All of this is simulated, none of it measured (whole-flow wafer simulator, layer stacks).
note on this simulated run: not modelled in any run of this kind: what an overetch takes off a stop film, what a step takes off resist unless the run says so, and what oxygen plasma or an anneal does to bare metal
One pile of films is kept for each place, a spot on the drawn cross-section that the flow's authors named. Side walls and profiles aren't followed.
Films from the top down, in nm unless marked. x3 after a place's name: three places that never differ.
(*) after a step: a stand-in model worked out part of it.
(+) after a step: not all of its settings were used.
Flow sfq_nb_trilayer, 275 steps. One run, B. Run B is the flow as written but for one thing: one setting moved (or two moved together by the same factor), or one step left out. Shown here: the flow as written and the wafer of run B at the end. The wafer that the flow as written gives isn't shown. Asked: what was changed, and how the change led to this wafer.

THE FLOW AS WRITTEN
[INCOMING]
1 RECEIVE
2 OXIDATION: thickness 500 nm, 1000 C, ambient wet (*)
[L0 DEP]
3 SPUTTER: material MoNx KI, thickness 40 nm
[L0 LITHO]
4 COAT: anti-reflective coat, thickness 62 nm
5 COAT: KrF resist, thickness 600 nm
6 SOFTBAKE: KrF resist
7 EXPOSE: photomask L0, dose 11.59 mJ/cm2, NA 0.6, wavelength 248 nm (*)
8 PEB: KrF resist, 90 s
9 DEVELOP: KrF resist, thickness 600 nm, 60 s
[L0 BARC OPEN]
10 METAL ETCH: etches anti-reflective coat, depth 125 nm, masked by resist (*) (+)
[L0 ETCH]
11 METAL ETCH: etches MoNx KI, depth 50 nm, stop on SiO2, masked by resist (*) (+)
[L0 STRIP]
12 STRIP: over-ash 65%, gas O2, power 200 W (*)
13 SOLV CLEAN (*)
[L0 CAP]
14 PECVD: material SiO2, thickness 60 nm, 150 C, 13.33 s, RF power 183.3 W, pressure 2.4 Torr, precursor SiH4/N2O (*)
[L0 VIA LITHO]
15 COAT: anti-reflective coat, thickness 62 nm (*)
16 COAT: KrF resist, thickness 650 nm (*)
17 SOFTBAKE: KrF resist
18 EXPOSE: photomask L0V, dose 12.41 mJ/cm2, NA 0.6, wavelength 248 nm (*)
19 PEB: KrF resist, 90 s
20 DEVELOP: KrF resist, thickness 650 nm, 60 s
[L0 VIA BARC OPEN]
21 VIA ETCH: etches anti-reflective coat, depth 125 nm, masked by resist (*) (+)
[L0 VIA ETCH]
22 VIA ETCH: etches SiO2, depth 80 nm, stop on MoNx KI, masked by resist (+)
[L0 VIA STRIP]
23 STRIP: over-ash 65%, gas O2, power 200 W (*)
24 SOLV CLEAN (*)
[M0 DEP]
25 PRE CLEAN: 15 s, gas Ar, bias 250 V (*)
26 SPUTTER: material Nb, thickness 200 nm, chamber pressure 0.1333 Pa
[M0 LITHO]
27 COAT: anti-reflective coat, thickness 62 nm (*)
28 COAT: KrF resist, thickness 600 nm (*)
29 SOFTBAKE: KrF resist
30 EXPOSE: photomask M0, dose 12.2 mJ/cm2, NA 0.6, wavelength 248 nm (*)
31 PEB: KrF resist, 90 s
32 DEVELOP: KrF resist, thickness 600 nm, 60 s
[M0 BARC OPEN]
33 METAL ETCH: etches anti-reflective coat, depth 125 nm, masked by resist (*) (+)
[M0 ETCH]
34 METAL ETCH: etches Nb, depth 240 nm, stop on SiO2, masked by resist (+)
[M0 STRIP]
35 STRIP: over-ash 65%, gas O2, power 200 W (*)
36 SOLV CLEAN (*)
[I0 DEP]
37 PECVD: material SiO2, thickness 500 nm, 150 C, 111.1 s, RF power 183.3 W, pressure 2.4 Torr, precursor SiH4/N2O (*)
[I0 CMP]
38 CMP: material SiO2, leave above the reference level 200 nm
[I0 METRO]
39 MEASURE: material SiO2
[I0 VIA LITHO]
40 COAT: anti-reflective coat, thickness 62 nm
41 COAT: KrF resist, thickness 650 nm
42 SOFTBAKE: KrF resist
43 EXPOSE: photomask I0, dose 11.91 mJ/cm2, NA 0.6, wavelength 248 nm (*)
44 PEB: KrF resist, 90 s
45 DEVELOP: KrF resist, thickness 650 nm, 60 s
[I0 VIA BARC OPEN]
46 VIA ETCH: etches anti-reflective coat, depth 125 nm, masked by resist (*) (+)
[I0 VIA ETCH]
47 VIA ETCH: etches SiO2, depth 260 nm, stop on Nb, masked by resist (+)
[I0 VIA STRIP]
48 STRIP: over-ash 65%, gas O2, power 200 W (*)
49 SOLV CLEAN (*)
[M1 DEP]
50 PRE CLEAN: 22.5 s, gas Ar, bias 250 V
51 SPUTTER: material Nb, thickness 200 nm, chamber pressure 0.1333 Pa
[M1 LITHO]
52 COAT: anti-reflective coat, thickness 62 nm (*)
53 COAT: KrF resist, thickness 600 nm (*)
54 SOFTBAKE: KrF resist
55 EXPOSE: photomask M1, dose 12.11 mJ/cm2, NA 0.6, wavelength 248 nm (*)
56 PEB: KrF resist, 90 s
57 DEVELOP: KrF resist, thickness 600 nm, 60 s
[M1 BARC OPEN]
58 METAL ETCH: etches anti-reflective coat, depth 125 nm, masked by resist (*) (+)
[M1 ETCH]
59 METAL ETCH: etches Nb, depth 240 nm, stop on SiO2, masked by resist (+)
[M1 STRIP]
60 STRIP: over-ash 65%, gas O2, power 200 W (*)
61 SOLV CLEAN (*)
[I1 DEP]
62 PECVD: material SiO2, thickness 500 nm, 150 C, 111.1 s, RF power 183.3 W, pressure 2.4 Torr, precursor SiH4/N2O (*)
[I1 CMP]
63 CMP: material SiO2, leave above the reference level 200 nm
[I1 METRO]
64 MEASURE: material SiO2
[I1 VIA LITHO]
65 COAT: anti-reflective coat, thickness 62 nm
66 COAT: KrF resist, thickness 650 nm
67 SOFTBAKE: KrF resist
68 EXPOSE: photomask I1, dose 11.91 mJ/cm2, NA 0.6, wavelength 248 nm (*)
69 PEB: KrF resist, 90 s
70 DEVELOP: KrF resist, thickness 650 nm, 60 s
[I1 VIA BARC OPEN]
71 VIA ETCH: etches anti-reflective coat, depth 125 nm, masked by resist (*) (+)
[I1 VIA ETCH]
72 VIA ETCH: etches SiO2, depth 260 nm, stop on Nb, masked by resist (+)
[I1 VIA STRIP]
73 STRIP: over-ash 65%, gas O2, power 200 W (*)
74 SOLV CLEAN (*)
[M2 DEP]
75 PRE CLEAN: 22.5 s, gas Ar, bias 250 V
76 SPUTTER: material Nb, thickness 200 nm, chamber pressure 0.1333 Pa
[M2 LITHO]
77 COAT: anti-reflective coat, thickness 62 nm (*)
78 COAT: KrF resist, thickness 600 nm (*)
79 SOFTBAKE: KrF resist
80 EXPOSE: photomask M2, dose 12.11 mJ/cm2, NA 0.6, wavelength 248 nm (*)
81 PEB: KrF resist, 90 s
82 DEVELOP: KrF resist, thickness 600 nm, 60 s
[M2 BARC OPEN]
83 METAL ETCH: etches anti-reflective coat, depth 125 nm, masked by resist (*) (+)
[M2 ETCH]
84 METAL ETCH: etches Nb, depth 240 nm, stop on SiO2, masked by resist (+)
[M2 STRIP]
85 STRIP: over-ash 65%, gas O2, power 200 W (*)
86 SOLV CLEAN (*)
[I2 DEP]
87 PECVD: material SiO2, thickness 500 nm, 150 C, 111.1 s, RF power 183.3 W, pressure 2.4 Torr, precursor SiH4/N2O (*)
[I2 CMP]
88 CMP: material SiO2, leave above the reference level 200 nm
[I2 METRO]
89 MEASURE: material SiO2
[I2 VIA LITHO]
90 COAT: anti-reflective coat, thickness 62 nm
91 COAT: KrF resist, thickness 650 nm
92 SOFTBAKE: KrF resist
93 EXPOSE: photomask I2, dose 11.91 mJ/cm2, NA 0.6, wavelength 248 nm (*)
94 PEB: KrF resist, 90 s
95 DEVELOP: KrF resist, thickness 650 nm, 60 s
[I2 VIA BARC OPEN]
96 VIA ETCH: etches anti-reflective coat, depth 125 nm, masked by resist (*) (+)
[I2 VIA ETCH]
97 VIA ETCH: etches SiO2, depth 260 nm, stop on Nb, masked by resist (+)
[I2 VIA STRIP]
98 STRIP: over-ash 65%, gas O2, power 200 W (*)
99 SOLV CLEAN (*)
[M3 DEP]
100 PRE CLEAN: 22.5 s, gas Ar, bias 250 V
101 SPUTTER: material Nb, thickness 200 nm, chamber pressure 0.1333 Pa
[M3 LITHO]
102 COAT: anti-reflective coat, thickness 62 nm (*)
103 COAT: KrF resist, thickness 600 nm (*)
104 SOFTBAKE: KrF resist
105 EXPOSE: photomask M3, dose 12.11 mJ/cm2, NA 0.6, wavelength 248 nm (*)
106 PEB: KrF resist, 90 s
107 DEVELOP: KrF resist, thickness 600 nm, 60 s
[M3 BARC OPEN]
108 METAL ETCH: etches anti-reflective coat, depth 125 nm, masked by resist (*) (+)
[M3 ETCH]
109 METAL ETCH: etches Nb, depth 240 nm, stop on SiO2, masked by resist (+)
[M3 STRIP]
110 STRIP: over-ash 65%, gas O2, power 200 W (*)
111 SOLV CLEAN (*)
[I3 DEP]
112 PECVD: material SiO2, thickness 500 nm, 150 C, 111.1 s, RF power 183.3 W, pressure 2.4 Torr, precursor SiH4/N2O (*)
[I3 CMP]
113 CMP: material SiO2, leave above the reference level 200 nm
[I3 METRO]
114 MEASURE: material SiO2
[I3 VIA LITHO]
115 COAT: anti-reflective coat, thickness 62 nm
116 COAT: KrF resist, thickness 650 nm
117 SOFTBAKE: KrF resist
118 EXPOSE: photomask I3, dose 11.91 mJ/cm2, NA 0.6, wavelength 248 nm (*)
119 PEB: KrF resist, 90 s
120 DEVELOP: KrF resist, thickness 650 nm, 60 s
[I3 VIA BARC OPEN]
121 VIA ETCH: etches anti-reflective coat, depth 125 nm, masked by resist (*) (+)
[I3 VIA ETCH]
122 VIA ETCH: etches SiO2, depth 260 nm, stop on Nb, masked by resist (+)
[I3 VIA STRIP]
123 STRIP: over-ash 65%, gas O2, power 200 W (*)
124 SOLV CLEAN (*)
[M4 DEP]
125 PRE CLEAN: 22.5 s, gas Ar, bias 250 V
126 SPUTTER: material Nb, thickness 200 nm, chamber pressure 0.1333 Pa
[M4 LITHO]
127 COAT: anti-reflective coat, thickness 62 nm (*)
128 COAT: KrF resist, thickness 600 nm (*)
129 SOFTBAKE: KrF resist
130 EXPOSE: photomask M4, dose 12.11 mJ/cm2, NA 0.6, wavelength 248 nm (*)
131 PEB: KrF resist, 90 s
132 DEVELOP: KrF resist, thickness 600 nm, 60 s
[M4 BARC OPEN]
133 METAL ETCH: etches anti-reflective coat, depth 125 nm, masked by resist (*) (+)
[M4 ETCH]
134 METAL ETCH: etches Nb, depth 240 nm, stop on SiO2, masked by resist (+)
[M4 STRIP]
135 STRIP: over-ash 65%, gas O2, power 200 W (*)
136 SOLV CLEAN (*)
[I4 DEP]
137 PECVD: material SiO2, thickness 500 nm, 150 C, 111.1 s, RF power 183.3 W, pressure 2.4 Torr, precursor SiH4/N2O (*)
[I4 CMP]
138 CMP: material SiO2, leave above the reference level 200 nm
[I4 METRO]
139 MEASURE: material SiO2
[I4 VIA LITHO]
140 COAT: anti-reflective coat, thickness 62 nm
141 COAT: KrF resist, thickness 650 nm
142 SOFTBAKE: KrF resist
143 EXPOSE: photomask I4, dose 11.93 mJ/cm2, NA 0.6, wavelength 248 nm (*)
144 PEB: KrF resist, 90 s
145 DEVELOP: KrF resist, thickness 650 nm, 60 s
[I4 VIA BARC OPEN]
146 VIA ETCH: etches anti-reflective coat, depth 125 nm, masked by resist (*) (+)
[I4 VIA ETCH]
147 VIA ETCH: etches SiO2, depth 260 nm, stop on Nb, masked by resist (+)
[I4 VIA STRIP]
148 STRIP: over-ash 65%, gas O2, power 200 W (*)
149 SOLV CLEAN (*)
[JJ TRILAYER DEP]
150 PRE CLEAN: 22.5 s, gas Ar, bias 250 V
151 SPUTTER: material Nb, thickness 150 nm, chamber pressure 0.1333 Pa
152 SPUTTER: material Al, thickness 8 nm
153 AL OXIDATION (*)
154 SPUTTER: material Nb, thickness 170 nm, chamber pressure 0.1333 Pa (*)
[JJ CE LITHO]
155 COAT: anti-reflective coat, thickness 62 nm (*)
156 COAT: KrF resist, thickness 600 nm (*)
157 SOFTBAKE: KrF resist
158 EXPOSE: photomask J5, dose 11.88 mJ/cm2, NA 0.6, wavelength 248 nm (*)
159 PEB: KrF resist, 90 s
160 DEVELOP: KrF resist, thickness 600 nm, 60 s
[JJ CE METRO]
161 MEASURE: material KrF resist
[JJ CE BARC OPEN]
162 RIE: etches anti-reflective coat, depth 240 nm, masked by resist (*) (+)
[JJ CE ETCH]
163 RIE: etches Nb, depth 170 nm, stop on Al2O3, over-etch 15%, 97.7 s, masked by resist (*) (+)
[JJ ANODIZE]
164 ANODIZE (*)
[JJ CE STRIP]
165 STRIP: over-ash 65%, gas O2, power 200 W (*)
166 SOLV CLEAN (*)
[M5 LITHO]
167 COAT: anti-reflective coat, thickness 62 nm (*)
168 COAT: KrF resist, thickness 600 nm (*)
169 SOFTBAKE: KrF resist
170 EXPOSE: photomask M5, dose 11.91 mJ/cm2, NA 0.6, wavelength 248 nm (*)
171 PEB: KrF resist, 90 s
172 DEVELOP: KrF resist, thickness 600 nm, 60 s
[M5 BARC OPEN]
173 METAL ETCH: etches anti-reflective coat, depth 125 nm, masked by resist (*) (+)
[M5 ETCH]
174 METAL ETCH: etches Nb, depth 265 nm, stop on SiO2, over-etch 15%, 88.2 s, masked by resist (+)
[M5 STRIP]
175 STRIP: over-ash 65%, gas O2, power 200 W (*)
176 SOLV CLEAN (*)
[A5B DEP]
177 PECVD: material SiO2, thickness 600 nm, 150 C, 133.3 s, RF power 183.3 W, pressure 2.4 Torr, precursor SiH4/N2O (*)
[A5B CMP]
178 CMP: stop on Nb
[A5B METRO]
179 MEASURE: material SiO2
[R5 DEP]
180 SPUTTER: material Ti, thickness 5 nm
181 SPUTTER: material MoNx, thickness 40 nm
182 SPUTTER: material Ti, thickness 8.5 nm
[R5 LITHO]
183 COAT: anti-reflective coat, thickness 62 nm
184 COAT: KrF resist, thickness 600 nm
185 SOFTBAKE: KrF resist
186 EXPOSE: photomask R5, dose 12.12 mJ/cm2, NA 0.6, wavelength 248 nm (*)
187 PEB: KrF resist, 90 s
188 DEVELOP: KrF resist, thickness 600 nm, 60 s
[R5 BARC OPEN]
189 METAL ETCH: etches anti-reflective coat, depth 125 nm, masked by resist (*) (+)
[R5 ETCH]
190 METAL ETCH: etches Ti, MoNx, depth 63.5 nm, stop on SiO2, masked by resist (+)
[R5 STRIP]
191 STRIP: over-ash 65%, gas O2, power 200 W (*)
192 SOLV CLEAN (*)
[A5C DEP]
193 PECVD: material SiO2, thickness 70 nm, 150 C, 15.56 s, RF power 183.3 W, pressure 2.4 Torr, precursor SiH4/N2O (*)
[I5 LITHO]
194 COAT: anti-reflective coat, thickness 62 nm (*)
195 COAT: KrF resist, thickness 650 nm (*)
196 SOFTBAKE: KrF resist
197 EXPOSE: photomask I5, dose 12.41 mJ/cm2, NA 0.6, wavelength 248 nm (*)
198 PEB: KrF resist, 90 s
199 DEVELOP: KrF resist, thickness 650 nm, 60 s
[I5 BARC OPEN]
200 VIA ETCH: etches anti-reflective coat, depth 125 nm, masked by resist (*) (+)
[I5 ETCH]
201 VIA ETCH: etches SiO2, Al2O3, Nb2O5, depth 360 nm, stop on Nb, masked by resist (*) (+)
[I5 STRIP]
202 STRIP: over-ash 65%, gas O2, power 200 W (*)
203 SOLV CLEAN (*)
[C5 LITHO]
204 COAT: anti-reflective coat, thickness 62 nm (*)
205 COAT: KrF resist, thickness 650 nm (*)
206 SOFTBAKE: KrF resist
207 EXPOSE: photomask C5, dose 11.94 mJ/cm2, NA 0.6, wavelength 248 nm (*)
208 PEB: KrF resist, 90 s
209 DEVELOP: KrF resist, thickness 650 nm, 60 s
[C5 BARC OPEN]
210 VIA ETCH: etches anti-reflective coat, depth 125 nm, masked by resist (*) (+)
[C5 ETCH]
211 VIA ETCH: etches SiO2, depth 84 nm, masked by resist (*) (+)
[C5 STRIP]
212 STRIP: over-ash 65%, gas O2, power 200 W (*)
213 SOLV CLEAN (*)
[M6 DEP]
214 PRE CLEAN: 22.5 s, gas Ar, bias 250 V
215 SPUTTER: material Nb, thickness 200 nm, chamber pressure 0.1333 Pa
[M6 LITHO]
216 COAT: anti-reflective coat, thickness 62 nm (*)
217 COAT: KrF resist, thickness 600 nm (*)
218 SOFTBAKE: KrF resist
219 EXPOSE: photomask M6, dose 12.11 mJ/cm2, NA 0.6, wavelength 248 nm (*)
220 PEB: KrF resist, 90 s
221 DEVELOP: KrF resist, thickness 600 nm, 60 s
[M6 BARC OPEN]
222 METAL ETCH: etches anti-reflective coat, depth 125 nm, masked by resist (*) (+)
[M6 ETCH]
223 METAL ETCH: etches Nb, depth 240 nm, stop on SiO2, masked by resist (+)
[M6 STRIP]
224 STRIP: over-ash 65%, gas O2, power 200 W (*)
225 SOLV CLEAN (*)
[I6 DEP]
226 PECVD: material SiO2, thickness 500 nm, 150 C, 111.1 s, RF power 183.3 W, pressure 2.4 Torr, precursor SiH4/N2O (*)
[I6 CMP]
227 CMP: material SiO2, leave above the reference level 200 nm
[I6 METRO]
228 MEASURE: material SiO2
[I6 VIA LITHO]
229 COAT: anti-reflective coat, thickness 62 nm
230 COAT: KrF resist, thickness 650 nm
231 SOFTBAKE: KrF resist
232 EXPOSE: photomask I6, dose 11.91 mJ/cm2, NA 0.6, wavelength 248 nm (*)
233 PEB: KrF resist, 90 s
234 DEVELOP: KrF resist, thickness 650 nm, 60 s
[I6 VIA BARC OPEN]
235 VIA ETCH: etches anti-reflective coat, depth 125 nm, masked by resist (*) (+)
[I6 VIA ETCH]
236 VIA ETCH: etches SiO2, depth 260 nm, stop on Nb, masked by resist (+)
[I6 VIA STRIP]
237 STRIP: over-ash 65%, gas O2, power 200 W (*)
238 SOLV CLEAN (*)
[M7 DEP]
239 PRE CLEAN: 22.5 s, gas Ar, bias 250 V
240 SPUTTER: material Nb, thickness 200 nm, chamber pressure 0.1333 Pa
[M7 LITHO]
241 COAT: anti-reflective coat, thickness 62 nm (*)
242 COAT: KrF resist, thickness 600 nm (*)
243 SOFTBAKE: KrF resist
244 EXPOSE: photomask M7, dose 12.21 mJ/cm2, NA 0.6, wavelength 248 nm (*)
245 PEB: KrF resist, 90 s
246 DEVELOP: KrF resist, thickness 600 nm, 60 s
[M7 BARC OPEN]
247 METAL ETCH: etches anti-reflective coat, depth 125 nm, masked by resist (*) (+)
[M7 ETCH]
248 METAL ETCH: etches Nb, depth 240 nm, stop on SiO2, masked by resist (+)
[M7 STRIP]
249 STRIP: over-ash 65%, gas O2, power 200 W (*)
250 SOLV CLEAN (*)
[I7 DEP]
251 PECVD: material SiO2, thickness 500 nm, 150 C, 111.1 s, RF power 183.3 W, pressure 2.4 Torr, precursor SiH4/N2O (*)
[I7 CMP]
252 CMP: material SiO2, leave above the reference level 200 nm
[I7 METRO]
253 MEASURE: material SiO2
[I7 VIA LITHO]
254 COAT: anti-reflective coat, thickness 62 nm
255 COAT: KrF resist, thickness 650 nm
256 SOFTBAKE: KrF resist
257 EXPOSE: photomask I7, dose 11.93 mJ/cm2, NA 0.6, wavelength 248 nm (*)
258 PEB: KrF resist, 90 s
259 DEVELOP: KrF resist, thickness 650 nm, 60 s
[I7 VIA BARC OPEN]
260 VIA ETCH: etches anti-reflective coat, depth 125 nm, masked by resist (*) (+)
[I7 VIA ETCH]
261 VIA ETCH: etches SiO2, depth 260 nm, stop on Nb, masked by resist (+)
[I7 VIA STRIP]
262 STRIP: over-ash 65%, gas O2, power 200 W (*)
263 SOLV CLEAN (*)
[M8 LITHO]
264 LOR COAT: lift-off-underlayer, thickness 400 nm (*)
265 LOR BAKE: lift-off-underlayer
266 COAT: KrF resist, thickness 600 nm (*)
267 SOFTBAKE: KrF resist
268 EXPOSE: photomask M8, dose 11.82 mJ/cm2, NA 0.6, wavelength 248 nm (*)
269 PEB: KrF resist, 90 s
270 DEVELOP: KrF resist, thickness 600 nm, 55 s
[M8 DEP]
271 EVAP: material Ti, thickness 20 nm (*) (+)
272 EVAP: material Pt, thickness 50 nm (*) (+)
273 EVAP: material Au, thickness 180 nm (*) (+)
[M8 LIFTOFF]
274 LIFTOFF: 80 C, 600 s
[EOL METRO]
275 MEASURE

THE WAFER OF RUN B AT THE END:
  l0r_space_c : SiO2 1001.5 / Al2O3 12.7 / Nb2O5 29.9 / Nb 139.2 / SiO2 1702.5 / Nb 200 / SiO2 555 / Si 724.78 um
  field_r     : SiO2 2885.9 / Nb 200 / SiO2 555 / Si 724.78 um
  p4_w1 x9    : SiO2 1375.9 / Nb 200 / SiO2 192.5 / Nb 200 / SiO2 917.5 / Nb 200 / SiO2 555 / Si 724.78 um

The cause: step 51, SPUTTER: thickness 140 nm was run, where the flow has thickness 200 nm.

How the change led to this, step by step:
  51 SPUTTER: material Nb, thickness 200 nm, chamber pressure 0.1333 Pa
      field_l, v_sur, via_wl and 102 more: Nb +140 (new film) (as written it would be: Nb +200 (new film))
      via_w: Nb +122.9 (as written it would be: Nb +174.5)
  52 COAT: anti-reflective coat, thickness 62 nm (*)
      via_wl: anti-reflective coat +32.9 (new film) (as written it would be: anti-reflective coat +33.8 (new film))
      via_w: anti-reflective coat +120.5 (new film) (as written it would be: anti-reflective coat +123.1 (new film))
      (and at 1 more place)
  59 METAL ETCH: etches Nb, depth 240 nm, stop on SiO2, masked by resist (+)
      field_l, be, be_sur and 79 more: Nb -140 (all of it) (as written it would be: Nb -200 (all of it))
      v_sur, via_wl, via_w and 21 more: KrF resist -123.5 (as written it would be: KrF resist -141.2)
  60 STRIP: over-ash 65%, gas O2, power 200 W (*)
      wl_j_sl, wl_jj, wl_j_sr and 13 more: KrF resist -400 (all of it), anti-reflective coat -62 (all of it) (as written it would be: KrF resist -382.4 (all of it), anti-reflective coat -62 (all of it))
      v_sur: KrF resist -384 (all of it), anti-reflective coat -60.9 (all of it) (as written it would be: KrF resist -365.9 (all of it), anti-reflective coat -61.1 (all of it))
      (and at 7 more places)
  62 PECVD: material SiO2, thickness 500 nm, 150 C, 111.1 s, RF power 183.3 W, pressure 2.4 Torr, precursor SiH4/N2O (*)
      wl_d_sl, wl_d_sr: SiO2 +500 (as written it would be: SiO2 +557.1)
      via_w: SiO2 +591.6 (new film) (as written it would be: SiO2 +606 (new film))
  63 CMP: material SiO2, leave above the reference level 200 nm
      field_l, be, be_sur and 72 more: SiO2 -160 (as written it would be: SiO2 -100)
      lsp_m, ln_m6, lsp_r, l0_sur, l0v: SiO2 -160 (as written it would be: SiO2 -94.9)
      (and at 1 more place)
